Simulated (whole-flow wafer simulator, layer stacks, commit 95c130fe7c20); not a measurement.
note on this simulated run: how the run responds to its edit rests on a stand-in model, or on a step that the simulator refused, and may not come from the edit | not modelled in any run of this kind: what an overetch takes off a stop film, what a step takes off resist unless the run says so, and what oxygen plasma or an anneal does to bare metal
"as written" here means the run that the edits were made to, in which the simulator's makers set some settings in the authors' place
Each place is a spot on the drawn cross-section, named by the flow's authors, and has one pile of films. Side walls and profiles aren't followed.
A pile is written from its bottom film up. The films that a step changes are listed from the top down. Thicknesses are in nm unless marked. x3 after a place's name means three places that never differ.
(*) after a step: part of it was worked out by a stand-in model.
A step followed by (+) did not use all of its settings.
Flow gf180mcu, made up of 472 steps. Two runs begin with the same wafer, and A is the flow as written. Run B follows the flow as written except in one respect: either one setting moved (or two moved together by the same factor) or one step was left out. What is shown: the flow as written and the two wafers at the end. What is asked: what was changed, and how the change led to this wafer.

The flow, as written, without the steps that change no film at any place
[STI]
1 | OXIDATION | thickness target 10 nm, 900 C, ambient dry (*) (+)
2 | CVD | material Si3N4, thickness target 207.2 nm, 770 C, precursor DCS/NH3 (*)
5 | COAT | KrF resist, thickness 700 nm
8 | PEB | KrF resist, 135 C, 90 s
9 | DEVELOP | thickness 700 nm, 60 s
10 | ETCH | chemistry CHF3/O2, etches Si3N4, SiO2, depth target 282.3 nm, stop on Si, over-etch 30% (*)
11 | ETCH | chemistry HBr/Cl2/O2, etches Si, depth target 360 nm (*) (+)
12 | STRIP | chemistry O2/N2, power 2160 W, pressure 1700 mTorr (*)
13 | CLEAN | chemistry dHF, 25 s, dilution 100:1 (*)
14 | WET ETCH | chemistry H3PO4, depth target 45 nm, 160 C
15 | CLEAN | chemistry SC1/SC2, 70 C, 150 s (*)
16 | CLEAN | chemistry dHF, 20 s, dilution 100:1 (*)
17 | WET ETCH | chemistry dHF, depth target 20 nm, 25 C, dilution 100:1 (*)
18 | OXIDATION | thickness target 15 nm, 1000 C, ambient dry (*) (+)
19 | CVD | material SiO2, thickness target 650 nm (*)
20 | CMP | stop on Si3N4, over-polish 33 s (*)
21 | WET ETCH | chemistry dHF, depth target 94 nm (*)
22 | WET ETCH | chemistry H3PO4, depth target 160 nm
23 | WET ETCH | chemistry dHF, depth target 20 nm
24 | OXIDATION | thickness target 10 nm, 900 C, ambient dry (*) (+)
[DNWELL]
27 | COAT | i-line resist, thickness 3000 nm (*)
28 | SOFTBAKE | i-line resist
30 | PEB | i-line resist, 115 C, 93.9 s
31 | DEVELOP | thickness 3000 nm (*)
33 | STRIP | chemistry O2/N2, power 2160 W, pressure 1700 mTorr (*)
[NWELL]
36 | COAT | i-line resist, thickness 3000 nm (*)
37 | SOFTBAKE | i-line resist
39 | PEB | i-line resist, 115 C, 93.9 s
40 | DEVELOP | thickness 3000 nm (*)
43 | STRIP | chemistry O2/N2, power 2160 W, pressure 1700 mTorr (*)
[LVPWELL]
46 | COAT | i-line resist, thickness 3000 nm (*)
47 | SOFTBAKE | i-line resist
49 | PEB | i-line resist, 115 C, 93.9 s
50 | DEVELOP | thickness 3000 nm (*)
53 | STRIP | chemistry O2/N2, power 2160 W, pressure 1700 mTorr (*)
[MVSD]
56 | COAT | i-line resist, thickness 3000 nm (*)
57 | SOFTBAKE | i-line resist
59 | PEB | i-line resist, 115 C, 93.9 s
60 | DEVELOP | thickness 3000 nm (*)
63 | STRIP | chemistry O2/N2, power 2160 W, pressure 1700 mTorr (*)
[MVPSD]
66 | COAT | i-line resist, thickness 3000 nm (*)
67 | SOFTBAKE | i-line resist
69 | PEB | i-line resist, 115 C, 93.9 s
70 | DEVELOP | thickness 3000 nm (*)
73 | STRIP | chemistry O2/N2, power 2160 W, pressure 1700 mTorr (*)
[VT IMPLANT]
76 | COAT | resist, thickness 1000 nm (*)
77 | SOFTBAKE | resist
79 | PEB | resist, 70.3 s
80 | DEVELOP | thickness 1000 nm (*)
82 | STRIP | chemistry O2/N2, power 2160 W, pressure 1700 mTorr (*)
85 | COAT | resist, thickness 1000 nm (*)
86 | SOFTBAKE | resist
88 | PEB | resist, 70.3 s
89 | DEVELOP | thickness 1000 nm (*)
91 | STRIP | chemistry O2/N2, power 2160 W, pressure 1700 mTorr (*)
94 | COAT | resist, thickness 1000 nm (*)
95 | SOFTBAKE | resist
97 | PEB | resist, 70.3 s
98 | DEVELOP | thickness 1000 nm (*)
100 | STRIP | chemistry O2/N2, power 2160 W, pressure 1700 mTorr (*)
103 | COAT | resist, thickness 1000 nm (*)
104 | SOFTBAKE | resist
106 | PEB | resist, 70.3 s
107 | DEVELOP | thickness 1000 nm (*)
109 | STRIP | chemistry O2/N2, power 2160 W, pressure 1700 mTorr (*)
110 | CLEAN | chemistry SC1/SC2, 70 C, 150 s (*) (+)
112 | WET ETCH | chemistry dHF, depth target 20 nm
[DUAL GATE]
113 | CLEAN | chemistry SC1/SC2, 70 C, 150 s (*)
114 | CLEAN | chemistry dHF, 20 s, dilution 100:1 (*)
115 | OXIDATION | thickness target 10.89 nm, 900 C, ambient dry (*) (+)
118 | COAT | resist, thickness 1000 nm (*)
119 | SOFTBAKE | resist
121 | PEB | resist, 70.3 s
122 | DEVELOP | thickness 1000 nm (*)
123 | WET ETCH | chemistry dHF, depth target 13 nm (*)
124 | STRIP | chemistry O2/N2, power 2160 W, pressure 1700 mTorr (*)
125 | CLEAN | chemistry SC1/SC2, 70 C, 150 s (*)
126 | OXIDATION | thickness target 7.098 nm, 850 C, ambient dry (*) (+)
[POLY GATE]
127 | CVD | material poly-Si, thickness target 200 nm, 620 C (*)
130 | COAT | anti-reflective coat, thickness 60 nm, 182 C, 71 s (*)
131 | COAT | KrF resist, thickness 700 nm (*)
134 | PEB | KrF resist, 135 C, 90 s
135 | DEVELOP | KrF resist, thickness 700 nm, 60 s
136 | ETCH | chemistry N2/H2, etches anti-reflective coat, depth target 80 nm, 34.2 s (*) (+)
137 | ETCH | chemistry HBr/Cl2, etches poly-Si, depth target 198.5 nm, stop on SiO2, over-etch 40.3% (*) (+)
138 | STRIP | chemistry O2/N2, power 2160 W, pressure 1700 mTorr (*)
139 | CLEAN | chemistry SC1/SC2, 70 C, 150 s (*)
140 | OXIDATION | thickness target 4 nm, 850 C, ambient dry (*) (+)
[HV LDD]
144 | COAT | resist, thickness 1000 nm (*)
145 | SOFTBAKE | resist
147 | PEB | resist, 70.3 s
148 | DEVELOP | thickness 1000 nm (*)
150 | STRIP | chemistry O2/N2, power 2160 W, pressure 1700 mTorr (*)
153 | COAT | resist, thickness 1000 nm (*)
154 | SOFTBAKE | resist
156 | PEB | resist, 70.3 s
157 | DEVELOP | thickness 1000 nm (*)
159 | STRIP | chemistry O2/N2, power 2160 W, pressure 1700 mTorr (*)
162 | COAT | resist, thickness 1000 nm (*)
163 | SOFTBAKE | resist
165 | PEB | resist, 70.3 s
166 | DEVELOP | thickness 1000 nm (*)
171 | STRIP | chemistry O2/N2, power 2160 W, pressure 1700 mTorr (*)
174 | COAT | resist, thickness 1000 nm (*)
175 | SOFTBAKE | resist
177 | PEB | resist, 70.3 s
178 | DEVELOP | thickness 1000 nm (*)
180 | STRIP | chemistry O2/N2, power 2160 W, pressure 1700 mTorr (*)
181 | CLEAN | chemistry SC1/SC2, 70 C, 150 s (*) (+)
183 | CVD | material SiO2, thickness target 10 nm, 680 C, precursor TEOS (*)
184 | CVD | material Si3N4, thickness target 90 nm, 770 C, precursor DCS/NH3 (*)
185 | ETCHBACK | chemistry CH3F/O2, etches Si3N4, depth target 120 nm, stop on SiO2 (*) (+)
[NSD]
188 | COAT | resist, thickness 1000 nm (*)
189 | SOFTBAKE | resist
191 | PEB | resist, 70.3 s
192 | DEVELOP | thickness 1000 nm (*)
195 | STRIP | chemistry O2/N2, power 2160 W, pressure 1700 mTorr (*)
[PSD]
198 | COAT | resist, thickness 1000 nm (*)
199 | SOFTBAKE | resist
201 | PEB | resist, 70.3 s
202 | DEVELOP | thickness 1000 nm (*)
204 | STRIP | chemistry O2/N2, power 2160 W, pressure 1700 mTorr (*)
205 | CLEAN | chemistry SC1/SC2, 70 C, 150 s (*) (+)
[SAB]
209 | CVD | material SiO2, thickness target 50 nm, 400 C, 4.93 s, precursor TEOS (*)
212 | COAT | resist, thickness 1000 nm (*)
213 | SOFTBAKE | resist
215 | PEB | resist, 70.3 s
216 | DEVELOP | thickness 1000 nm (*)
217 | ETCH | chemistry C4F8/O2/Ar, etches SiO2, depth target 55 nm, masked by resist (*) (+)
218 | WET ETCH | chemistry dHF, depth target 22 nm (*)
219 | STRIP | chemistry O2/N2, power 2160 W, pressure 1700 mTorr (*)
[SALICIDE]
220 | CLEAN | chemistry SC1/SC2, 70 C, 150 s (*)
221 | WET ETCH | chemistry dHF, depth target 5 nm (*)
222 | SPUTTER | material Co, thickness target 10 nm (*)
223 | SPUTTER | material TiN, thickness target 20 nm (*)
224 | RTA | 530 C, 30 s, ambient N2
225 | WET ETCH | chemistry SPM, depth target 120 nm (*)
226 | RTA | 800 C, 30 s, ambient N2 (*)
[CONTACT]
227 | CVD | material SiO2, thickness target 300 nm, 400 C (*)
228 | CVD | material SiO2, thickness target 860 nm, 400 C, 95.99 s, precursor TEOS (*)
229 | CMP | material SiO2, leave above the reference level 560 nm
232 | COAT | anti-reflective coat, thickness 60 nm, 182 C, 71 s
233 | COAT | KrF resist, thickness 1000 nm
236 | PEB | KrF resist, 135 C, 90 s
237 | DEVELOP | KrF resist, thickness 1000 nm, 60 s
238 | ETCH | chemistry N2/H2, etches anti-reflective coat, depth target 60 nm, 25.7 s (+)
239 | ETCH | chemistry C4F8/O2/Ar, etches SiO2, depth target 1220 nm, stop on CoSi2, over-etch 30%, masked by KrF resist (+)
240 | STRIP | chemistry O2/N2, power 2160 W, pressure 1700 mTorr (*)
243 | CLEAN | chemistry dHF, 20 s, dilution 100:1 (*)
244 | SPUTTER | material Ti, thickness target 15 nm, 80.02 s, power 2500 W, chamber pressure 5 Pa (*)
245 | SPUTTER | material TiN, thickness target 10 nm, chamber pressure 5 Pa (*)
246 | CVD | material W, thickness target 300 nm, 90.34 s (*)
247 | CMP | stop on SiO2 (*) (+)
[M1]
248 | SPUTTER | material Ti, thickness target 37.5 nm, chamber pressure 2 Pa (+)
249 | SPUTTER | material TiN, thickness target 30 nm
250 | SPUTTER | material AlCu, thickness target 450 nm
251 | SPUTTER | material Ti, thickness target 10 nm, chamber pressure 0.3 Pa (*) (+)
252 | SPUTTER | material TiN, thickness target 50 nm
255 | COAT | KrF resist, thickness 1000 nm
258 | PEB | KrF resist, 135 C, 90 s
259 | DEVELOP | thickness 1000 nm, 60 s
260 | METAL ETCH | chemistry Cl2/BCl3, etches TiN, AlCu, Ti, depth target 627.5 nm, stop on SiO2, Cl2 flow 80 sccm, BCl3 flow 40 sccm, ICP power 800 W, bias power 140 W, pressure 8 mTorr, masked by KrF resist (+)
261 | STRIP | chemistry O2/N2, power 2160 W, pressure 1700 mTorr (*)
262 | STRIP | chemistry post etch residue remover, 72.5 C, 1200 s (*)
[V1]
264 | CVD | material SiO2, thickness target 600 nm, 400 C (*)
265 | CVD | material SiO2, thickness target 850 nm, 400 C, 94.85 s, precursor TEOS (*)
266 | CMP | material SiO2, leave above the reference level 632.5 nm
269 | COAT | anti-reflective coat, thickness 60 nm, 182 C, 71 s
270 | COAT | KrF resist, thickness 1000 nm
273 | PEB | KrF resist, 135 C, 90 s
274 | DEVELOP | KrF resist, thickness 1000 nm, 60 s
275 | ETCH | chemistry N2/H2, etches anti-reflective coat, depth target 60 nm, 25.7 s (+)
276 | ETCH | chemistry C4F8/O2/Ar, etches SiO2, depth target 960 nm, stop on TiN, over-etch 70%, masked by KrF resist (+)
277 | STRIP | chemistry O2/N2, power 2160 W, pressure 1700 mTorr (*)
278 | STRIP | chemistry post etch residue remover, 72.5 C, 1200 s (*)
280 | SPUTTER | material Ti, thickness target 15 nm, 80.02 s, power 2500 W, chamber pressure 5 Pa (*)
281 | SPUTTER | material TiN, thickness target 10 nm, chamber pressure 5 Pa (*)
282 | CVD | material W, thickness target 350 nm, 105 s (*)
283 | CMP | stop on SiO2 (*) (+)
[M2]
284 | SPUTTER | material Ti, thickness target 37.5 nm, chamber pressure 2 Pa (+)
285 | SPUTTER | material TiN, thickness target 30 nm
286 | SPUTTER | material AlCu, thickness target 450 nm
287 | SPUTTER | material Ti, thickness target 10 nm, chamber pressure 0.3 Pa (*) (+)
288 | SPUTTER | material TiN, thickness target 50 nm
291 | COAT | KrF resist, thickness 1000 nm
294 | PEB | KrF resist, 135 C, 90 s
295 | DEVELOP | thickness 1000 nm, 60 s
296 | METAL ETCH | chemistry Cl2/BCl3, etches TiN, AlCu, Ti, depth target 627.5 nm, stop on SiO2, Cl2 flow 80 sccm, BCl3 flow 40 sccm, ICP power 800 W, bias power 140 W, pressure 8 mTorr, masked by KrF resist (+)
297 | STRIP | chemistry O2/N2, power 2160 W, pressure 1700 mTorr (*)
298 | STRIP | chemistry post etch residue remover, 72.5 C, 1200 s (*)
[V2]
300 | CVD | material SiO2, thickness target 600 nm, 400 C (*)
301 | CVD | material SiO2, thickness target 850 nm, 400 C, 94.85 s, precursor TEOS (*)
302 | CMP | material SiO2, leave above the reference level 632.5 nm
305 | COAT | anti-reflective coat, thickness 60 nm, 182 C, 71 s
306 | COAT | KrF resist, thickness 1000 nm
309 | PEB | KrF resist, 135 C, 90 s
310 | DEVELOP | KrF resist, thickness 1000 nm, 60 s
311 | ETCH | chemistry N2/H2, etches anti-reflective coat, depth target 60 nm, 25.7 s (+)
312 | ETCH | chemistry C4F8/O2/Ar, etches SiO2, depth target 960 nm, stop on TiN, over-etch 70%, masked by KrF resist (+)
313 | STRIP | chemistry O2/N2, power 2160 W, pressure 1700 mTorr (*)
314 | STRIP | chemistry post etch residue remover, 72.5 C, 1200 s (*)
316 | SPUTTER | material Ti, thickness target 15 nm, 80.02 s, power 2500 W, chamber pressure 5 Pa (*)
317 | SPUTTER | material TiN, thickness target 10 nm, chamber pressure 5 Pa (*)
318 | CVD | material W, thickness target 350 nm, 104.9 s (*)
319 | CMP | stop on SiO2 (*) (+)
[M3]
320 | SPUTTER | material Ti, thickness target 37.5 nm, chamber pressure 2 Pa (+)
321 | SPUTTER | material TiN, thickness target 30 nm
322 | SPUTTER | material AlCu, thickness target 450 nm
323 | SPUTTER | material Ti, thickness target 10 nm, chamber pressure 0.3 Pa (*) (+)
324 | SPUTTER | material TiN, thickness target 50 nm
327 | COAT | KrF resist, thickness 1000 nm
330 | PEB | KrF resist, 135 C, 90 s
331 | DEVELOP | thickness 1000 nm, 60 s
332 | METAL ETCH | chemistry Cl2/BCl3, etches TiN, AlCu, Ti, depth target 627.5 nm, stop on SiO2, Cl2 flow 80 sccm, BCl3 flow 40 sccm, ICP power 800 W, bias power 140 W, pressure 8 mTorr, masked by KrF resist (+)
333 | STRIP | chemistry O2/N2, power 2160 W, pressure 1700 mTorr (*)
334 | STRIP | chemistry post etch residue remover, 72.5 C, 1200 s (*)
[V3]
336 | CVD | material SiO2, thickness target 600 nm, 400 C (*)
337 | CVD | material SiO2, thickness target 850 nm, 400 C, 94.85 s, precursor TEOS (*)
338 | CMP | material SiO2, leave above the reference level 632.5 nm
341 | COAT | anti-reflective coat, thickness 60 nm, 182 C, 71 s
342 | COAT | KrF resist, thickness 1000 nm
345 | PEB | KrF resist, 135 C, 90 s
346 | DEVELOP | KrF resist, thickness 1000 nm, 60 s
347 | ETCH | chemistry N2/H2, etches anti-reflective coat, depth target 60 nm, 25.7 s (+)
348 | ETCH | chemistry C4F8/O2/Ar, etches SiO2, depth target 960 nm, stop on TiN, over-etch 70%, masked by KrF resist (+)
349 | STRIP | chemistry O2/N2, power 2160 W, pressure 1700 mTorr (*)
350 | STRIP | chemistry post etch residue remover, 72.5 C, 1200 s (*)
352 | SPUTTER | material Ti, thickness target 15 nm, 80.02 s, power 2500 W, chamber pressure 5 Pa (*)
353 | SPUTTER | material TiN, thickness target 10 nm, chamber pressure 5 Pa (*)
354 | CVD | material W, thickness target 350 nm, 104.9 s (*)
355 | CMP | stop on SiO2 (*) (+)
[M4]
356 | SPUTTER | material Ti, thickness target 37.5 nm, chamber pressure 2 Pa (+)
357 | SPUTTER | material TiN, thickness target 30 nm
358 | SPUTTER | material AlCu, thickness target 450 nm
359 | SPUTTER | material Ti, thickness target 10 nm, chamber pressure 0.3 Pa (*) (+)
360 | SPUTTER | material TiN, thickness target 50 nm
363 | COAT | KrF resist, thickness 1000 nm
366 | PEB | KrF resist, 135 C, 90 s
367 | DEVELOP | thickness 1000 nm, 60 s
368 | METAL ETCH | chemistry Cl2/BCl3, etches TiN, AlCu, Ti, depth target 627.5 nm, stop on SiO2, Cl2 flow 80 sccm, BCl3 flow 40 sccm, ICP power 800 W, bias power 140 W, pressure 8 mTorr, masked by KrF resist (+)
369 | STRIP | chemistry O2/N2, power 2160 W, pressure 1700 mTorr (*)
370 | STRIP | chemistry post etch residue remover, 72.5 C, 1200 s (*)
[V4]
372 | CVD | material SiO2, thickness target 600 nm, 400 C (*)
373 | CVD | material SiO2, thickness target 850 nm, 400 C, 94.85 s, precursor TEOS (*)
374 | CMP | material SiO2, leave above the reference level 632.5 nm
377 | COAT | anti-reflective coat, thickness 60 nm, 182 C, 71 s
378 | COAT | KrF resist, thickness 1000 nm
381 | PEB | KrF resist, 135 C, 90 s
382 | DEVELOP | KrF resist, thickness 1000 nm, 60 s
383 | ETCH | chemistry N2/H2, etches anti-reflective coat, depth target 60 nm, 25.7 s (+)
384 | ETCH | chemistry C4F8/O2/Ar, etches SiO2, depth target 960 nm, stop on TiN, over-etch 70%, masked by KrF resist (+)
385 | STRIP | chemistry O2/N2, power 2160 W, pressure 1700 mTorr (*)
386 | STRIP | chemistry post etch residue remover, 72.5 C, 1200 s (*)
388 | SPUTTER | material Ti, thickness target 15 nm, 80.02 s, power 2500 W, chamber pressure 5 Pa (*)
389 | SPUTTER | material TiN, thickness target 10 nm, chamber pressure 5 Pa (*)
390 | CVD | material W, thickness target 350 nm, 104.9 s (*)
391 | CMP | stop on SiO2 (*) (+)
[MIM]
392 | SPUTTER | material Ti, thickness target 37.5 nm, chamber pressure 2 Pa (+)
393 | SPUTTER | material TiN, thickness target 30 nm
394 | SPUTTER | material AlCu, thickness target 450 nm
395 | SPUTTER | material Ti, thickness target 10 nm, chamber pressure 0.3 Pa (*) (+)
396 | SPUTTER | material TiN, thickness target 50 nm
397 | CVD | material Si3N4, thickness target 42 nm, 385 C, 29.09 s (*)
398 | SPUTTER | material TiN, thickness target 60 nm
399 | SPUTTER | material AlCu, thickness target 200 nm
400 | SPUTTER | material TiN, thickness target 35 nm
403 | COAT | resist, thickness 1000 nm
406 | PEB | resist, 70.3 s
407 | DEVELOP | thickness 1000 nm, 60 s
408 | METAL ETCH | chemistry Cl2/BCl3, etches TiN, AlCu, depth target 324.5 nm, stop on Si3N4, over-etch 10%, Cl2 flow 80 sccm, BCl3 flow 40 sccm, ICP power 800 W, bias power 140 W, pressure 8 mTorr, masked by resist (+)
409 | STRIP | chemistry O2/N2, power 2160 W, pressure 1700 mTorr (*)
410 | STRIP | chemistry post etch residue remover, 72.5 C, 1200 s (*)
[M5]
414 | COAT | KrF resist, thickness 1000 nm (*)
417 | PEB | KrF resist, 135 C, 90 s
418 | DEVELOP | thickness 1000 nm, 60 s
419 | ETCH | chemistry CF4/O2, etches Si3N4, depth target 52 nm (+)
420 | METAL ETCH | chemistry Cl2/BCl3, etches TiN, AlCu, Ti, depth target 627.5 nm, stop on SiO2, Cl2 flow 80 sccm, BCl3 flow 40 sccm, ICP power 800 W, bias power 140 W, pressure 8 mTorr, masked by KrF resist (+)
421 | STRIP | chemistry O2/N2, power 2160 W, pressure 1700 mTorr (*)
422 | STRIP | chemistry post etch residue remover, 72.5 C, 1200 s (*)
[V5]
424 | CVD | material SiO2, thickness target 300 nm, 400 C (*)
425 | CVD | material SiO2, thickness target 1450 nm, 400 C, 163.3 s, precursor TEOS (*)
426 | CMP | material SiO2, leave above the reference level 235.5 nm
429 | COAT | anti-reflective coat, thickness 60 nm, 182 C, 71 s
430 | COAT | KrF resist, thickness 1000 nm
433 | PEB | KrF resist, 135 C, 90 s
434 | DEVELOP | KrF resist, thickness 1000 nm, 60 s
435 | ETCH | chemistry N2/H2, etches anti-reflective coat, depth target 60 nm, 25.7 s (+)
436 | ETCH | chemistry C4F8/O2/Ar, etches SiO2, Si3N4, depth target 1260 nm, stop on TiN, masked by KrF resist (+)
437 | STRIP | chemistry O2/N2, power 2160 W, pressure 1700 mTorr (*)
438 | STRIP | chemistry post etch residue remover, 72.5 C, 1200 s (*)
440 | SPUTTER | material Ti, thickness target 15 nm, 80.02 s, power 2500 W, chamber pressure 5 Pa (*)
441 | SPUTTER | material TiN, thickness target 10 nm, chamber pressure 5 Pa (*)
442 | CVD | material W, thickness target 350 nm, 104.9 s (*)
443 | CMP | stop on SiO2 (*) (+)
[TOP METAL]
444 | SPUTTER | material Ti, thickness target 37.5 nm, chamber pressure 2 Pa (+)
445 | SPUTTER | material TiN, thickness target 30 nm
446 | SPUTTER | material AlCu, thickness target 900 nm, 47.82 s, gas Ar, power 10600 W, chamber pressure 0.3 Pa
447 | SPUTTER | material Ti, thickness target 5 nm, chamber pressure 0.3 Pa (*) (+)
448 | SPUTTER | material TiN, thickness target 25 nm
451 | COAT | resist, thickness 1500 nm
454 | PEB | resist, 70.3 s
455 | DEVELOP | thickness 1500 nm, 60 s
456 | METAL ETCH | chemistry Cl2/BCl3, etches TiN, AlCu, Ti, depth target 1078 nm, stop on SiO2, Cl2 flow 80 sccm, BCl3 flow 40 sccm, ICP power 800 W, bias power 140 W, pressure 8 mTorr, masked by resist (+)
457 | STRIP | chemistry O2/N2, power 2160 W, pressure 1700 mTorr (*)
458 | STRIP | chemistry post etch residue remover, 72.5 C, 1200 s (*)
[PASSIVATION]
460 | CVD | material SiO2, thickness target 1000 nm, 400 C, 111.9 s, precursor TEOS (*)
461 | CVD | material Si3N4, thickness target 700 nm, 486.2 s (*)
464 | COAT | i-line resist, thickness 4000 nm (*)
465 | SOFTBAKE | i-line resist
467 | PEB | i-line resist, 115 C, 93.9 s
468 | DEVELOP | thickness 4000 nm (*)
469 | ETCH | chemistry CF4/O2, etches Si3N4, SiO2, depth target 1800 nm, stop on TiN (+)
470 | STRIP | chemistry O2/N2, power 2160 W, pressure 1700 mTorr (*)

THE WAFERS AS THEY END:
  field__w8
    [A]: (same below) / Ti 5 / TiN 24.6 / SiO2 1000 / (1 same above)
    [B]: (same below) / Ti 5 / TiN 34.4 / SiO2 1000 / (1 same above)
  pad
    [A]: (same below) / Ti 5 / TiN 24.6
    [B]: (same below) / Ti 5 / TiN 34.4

The reason: step 448, SPUTTER: thickness target 34.8 nm was run, whereas the flow has thickness target 25 nm.

Step by step, how the change led to this:
  448 | SPUTTER | material TiN, thickness target 25 nm
      field, field__w1, field__w2 and 109 more: A +25 TiN (new film) | B +34.8 TiN (new film)
  456 | METAL ETCH | chemistry Cl2/BCl3, etches TiN, AlCu, Ti, depth target 1078 nm, stop on SiO2, Cl2 flow 80 sccm, BCl3 flow 40 sccm, ICP power 800 W, bias power 140 W, pressure 8 mTorr, masked by resist (+)
      field, field__w1, field__w2 and 103 more: A -25 TiN (all of it), -5 Ti (all of it), -900 AlCu (all of it), -30 TiN (all of it), -37.5 Ti (all of it) | B -34.8 TiN (all of it), -5 Ti (all of it), -900 AlCu (all of it), -30 TiN (all of it), -37.5 Ti (all of it)
  465 | SOFTBAKE | i-line resist
      gate: A +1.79 i-line resist | B -0.29 i-line resist
      ld_acc_p, ld_fp_p, ld_drift_p: A +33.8 i-line resist | B +27.3 i-line resist
      (also at 56 further places)
